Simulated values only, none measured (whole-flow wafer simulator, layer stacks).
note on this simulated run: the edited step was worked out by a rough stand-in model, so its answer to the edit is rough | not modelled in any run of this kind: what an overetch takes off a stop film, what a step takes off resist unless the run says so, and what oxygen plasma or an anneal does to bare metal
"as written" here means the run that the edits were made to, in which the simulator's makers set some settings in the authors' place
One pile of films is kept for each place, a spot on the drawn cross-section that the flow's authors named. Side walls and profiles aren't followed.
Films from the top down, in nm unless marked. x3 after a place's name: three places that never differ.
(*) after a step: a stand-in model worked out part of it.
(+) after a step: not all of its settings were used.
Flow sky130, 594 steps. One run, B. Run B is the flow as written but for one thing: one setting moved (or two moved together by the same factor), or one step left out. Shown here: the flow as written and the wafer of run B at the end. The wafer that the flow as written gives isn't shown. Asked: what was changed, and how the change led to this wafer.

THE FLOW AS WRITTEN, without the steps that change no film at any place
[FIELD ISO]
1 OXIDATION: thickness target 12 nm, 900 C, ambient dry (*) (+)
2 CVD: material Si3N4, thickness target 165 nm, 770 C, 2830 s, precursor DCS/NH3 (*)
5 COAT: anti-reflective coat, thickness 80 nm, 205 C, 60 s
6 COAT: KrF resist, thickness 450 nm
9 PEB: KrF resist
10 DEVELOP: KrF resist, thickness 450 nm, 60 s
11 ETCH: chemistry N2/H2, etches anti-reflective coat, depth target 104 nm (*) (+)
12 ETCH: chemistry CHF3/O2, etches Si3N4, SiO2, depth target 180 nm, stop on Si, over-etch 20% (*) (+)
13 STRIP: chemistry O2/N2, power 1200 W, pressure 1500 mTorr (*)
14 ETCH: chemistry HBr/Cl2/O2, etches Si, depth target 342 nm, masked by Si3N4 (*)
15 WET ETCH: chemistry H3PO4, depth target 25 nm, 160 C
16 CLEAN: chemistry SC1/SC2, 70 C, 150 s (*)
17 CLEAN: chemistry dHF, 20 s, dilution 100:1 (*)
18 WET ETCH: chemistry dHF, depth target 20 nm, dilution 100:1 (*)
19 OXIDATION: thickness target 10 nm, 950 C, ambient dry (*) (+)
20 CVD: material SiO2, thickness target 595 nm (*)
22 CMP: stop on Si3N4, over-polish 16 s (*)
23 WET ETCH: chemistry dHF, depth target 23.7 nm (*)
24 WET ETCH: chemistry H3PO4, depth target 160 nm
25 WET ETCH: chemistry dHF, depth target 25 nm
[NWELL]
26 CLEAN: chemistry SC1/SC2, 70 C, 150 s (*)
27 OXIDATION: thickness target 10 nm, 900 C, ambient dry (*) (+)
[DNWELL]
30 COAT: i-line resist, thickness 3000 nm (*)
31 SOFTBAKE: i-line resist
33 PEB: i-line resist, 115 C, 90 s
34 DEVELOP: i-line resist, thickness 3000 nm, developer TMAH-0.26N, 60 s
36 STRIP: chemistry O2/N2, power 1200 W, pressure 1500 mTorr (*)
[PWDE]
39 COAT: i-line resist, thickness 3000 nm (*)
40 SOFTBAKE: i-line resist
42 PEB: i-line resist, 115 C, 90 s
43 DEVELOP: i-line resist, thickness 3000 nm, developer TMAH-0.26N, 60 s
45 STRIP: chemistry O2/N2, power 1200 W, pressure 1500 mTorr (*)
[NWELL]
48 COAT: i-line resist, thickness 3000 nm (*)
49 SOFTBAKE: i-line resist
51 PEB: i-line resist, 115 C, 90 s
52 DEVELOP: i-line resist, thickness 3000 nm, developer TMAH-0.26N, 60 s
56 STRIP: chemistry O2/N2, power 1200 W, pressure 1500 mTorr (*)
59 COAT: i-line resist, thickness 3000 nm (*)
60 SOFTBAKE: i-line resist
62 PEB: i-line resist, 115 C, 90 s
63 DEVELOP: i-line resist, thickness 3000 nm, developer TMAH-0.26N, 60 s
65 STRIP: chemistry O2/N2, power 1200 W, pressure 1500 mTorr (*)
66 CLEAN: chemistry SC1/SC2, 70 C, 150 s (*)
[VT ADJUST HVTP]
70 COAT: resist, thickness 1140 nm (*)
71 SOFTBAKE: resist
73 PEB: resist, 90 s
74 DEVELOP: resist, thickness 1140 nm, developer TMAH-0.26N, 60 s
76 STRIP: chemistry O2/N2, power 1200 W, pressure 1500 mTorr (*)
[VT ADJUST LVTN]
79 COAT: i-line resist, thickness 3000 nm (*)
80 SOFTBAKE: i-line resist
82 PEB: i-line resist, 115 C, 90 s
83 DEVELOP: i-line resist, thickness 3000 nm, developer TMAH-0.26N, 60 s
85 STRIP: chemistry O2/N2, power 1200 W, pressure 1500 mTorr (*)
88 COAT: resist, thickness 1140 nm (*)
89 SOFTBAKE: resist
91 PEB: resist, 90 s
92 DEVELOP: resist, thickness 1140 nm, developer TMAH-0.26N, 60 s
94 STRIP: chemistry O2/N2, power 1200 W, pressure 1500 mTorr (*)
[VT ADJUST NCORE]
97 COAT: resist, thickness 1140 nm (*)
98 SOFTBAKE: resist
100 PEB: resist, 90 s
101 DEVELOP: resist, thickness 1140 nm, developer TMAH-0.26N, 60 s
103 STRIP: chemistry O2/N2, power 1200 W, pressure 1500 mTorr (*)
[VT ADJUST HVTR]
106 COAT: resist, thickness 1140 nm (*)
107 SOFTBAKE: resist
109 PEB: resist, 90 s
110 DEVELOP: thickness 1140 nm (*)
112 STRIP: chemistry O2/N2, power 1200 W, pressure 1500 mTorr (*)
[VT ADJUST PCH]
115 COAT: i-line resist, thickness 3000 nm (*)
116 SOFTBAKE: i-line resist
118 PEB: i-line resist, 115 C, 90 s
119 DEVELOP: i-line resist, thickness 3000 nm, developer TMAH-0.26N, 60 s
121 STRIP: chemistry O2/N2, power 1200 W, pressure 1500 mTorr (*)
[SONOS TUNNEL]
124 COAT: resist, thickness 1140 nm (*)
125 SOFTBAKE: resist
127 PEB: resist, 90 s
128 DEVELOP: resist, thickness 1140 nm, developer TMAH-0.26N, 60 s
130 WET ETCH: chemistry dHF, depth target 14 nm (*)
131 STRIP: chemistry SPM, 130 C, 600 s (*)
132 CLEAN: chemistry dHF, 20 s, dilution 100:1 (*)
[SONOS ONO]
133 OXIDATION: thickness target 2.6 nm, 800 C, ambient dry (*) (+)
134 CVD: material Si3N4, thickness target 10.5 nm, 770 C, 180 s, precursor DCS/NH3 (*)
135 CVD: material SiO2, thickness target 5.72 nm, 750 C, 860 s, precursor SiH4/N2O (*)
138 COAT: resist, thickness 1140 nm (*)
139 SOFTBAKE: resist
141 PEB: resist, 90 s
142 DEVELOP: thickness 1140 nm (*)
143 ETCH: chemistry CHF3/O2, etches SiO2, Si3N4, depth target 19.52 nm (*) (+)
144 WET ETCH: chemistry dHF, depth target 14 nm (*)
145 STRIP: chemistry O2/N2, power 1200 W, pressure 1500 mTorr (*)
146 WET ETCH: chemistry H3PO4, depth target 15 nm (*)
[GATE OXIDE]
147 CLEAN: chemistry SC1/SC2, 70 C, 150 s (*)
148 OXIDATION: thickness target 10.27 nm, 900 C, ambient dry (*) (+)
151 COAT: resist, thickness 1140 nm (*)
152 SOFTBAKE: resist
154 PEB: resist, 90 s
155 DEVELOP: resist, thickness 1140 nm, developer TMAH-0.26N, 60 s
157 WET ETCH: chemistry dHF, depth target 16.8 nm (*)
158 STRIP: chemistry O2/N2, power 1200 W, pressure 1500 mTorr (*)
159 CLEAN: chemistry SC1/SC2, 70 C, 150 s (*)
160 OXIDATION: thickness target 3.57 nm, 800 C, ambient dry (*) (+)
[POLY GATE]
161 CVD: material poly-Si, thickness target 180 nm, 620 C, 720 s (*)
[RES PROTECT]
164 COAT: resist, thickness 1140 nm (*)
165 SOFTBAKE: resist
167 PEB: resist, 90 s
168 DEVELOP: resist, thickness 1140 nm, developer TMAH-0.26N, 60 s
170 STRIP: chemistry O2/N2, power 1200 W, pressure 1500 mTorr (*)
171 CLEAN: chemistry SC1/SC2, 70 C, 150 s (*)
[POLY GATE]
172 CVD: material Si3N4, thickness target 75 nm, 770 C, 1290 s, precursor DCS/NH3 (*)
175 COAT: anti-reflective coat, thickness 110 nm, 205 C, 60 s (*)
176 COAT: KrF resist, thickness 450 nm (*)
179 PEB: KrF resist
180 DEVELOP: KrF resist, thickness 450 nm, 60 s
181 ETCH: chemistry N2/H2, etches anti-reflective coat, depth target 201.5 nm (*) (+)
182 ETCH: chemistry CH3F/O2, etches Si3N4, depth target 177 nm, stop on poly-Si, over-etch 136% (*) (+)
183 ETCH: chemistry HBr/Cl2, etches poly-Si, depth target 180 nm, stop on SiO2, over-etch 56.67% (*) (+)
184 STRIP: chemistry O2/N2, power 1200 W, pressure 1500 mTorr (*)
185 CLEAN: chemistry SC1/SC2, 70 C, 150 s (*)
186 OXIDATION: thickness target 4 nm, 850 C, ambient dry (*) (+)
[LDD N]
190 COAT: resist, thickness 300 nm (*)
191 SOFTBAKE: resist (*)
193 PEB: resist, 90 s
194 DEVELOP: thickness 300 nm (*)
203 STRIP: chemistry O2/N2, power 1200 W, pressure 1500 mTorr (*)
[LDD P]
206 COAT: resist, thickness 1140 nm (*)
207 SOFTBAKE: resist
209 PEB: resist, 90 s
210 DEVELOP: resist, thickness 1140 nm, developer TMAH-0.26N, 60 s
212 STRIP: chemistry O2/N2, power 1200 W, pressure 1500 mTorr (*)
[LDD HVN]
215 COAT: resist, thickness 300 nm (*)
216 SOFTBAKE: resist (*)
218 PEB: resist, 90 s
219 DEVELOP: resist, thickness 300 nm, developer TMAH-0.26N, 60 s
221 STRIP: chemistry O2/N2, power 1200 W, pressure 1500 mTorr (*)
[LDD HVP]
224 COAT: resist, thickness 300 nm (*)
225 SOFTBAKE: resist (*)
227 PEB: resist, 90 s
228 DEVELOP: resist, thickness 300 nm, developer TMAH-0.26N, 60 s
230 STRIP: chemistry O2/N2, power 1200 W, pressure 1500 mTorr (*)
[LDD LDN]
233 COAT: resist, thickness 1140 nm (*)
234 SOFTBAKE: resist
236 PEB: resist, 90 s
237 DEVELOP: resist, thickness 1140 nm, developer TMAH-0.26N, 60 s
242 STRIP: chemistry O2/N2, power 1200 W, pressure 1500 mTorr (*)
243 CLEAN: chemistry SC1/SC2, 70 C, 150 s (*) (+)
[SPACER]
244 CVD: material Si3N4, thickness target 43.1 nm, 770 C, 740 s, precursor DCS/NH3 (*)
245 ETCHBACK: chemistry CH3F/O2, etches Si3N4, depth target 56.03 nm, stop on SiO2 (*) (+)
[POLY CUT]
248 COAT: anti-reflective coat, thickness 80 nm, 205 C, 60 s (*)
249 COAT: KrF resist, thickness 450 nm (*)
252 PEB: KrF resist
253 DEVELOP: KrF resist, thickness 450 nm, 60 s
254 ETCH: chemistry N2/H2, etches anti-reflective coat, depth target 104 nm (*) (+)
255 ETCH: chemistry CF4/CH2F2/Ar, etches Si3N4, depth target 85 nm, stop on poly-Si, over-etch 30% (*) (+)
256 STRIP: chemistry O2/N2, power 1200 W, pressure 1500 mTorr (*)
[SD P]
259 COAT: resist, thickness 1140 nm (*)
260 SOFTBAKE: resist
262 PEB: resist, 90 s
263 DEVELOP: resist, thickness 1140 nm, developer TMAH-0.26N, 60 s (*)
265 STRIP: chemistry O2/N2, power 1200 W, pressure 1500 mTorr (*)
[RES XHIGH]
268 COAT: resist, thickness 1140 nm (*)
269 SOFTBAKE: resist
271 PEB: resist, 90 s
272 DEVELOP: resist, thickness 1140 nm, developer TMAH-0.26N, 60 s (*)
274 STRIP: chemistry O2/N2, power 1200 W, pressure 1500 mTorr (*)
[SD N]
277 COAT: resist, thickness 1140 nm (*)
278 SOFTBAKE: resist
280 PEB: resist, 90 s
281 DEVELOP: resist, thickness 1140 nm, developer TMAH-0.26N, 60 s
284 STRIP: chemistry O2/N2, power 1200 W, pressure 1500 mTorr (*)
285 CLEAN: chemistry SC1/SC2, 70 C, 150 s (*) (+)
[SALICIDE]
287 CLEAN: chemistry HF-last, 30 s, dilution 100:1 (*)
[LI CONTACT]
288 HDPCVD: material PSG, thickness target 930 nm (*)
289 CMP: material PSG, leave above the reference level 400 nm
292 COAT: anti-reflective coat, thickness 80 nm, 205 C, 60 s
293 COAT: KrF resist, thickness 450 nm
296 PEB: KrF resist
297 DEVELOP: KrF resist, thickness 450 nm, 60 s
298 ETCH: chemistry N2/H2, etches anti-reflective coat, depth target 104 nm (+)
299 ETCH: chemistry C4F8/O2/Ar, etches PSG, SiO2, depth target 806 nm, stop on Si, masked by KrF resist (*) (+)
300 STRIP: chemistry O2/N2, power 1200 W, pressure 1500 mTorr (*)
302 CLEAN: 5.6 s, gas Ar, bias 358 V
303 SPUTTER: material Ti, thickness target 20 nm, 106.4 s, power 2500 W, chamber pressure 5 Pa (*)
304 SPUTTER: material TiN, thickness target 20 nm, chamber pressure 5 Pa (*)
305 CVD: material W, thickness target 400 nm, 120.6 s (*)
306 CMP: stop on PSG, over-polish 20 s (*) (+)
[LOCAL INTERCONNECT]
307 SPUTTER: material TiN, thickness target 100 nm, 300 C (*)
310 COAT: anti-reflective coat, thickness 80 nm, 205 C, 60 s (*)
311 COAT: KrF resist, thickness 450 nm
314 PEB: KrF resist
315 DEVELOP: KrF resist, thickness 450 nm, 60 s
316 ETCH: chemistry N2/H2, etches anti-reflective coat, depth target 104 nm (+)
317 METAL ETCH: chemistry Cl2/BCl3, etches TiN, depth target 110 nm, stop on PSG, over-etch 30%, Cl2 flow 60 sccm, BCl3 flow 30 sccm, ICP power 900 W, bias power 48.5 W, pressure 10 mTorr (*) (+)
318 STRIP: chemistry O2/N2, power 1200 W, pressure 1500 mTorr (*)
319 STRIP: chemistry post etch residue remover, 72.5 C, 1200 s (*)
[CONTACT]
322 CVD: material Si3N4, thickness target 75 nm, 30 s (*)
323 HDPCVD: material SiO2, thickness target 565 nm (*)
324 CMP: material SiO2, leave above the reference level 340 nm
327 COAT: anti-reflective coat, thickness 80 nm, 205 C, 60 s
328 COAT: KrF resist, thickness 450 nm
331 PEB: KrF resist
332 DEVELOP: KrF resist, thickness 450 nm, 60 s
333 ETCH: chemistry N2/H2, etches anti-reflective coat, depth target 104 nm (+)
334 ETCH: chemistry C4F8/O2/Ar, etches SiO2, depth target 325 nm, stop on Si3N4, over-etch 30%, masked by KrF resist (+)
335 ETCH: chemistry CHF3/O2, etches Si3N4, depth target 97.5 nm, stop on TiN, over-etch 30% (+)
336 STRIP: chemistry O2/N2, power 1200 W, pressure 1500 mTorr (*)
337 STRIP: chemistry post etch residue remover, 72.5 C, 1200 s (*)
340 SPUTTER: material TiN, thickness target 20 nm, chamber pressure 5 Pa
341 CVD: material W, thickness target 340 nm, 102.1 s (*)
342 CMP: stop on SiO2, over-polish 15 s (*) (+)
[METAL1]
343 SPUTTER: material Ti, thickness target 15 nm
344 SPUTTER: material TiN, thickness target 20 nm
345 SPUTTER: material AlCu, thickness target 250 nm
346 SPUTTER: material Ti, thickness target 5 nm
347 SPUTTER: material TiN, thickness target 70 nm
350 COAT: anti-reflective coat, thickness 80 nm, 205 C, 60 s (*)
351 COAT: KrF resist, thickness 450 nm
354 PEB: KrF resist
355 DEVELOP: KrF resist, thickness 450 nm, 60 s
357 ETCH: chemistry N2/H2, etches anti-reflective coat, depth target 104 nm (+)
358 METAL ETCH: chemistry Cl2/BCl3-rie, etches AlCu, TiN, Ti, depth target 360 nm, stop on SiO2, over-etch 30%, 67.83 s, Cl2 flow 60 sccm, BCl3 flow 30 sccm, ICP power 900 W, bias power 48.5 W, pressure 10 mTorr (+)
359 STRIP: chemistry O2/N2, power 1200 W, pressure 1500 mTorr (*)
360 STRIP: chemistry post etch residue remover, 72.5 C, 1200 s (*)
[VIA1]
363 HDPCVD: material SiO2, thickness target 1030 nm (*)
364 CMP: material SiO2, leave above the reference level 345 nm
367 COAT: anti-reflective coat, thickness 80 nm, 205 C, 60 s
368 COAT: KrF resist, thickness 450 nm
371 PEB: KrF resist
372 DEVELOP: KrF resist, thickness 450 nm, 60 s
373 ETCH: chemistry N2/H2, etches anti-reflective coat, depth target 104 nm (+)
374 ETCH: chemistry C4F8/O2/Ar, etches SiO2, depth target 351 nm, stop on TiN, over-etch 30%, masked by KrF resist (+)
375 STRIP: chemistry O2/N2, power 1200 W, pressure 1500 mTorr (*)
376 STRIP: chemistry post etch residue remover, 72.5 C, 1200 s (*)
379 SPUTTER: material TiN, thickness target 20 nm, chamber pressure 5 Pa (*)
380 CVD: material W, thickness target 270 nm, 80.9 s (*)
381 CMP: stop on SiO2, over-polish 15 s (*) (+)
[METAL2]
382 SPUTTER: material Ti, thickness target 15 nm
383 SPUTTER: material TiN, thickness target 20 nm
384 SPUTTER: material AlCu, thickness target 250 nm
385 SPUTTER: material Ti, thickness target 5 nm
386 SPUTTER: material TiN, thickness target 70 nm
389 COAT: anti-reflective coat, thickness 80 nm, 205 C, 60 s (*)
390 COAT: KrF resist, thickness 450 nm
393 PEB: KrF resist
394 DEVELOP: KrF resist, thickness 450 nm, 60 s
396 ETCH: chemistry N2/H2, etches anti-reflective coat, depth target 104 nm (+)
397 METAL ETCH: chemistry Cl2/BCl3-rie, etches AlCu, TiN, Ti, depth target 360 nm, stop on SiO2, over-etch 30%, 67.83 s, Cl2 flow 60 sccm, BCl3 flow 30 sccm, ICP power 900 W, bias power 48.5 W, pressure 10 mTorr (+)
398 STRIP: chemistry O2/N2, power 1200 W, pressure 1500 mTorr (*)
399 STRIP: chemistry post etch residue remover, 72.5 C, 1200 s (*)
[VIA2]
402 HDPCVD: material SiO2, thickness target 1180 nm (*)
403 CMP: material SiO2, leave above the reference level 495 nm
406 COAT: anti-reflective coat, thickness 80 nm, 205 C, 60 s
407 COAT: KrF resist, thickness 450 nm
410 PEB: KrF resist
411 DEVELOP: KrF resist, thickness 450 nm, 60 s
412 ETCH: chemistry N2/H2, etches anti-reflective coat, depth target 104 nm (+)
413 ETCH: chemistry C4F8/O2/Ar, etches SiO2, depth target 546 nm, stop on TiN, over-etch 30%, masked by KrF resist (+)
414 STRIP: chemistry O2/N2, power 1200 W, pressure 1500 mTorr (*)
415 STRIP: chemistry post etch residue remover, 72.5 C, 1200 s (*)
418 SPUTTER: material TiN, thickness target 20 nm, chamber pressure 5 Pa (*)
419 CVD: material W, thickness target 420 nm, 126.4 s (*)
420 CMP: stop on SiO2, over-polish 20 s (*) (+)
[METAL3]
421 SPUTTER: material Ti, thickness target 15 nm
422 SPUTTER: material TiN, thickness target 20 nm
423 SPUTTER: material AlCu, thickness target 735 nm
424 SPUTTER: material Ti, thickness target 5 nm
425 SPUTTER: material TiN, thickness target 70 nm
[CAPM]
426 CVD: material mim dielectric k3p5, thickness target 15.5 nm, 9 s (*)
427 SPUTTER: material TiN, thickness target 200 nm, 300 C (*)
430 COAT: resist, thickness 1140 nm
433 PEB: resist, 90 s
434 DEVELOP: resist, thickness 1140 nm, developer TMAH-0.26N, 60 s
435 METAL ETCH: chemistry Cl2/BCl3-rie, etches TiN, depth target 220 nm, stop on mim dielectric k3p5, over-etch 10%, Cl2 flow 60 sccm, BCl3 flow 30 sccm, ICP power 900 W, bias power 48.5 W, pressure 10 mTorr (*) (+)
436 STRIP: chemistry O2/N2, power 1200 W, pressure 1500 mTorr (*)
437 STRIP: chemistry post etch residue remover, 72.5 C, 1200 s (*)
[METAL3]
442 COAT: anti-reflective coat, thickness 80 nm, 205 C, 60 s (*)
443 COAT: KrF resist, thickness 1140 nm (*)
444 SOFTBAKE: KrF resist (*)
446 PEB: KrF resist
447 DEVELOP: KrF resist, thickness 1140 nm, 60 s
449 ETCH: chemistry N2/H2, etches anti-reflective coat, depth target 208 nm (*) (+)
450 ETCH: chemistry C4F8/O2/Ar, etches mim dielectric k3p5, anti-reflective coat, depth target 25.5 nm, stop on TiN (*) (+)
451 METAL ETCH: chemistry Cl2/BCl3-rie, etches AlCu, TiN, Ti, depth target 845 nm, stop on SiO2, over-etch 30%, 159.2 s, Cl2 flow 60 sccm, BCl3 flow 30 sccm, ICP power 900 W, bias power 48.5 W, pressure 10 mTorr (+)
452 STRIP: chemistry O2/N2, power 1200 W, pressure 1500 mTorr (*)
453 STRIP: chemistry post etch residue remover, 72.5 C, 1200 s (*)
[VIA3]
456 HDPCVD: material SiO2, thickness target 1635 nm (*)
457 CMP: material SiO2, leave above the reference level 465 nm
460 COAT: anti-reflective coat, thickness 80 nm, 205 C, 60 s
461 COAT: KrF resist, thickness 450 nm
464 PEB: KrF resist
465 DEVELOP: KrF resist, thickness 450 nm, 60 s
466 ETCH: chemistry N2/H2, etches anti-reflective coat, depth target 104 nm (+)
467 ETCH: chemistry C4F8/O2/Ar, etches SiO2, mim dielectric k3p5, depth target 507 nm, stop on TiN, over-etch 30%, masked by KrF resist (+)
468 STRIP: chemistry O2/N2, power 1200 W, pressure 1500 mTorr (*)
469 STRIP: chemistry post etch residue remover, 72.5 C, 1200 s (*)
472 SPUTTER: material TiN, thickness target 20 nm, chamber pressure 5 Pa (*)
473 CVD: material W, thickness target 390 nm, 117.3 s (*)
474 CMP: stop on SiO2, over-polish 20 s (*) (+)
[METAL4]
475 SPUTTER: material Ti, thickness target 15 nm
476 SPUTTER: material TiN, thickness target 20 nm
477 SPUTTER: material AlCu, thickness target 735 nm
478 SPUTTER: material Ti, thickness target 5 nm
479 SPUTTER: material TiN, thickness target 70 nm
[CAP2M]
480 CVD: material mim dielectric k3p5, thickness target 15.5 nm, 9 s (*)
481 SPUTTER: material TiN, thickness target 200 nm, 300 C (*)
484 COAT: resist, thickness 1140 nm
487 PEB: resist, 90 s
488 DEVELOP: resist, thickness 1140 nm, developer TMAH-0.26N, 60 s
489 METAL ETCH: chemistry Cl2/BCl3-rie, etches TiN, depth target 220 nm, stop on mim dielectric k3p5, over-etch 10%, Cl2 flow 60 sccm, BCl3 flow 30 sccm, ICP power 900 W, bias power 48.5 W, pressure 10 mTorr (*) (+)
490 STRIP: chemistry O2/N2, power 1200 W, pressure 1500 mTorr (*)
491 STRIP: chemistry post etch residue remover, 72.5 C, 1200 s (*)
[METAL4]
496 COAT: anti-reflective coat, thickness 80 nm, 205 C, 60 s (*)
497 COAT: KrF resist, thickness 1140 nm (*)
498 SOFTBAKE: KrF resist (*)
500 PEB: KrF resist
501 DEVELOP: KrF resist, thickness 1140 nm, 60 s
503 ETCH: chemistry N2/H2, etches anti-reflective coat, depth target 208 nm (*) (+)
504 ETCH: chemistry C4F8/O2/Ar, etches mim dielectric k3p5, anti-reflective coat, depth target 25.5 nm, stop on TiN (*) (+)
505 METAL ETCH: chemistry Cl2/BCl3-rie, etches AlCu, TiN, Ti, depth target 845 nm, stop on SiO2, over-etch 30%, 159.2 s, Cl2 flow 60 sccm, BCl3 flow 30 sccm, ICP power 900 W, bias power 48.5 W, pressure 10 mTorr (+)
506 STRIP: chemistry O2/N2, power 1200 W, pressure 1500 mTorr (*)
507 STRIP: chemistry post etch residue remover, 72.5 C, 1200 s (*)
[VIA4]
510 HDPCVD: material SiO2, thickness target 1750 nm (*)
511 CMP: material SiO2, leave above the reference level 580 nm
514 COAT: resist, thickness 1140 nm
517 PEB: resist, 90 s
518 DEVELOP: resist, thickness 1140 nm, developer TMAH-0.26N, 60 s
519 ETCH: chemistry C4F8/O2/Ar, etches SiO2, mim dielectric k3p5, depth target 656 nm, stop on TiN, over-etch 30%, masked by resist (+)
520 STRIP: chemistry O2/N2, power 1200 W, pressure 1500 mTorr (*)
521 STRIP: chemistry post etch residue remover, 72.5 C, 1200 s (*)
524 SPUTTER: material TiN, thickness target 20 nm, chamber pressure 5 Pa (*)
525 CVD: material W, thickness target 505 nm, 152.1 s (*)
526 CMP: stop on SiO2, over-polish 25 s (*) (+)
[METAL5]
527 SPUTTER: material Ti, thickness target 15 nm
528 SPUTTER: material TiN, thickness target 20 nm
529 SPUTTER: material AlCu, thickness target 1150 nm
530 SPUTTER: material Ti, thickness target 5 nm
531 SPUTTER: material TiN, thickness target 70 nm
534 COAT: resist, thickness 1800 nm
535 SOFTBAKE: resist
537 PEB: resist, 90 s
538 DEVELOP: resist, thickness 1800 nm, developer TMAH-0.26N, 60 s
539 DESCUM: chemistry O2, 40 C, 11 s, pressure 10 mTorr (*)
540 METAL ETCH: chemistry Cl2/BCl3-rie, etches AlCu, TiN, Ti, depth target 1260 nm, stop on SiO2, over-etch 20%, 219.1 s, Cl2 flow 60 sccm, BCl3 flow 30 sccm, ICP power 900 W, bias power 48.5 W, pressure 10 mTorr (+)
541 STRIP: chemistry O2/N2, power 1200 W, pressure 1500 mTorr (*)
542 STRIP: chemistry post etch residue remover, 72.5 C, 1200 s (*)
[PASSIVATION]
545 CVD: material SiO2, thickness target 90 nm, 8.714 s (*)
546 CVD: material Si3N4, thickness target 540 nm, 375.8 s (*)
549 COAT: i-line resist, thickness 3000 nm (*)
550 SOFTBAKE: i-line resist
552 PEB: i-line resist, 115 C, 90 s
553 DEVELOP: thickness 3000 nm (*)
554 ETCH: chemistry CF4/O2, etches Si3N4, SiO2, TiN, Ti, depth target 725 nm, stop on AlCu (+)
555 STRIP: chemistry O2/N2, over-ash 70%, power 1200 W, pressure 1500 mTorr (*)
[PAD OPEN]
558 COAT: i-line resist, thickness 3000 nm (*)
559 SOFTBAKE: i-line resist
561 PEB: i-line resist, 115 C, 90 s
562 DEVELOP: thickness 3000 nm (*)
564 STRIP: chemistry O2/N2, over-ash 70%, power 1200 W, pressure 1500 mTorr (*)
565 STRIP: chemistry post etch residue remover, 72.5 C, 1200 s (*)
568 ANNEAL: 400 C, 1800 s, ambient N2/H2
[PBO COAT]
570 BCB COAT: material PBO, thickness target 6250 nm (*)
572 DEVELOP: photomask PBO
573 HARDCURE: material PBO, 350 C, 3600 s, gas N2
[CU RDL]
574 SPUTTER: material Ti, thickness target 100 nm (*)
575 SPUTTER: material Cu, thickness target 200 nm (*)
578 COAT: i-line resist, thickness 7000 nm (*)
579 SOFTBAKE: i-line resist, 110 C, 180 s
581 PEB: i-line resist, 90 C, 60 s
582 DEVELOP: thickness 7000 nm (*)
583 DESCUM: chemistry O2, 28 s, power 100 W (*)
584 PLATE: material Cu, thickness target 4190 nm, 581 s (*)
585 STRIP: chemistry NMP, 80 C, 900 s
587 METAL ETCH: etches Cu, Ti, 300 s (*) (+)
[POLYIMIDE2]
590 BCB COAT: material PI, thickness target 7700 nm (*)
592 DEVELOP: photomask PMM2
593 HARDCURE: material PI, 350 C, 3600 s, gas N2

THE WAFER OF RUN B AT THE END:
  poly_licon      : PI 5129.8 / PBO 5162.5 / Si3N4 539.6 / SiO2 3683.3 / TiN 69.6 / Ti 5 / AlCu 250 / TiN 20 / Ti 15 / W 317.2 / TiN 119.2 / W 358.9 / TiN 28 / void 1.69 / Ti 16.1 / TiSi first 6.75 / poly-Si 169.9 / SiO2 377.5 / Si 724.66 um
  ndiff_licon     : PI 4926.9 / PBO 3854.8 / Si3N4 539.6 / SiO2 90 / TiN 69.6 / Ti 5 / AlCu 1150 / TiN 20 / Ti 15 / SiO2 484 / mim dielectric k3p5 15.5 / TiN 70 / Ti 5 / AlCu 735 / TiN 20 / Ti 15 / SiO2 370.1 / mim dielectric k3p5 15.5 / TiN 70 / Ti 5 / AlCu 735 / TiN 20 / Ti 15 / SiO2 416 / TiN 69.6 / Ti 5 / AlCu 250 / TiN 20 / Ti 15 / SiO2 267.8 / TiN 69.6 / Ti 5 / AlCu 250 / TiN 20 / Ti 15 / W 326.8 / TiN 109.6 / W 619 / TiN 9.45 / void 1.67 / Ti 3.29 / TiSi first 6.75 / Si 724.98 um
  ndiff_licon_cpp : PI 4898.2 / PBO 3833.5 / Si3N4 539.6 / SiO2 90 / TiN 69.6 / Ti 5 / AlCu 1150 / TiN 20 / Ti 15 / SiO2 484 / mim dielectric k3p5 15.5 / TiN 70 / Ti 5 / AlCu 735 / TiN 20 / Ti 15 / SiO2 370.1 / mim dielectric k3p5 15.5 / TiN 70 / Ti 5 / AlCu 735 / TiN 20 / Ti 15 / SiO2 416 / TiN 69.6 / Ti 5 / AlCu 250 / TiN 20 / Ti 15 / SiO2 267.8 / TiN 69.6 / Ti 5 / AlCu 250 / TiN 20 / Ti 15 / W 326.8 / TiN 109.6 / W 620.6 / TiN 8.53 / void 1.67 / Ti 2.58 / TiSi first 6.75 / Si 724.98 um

The cause: step 304, SPUTTER: thickness target 28 nm was run, where the flow has thickness target 20 nm.
It can be read off the wafer: poly_licon has TiN 28, and step 304 as written asks for 20 nm.

How the change led to this, step by step:
  304 SPUTTER: material TiN, thickness target 20 nm, chamber pressure 5 Pa (*)
      field, active, n_well and 185 more: TiN +28 (new film) (as written it would be: TiN +20 (new film))
      ndiff_licon: TiN +9.45 (new film) (as written it would be: TiN +6.83 (new film))
      (and at 2 more places)
  306 CMP: stop on PSG, over-polish 20 s (*) (+)
      field, active, n_well and 184 more: W -400 (all of it), TiN -28 (all of it), Ti -20 (all of it), PSG -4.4 (as written it would be: W -400 (all of it), TiN -20 (all of it), Ti -20 (all of it), PSG -4.4)
      poly_licon: W -41.1 (as written it would be: W -33.1)
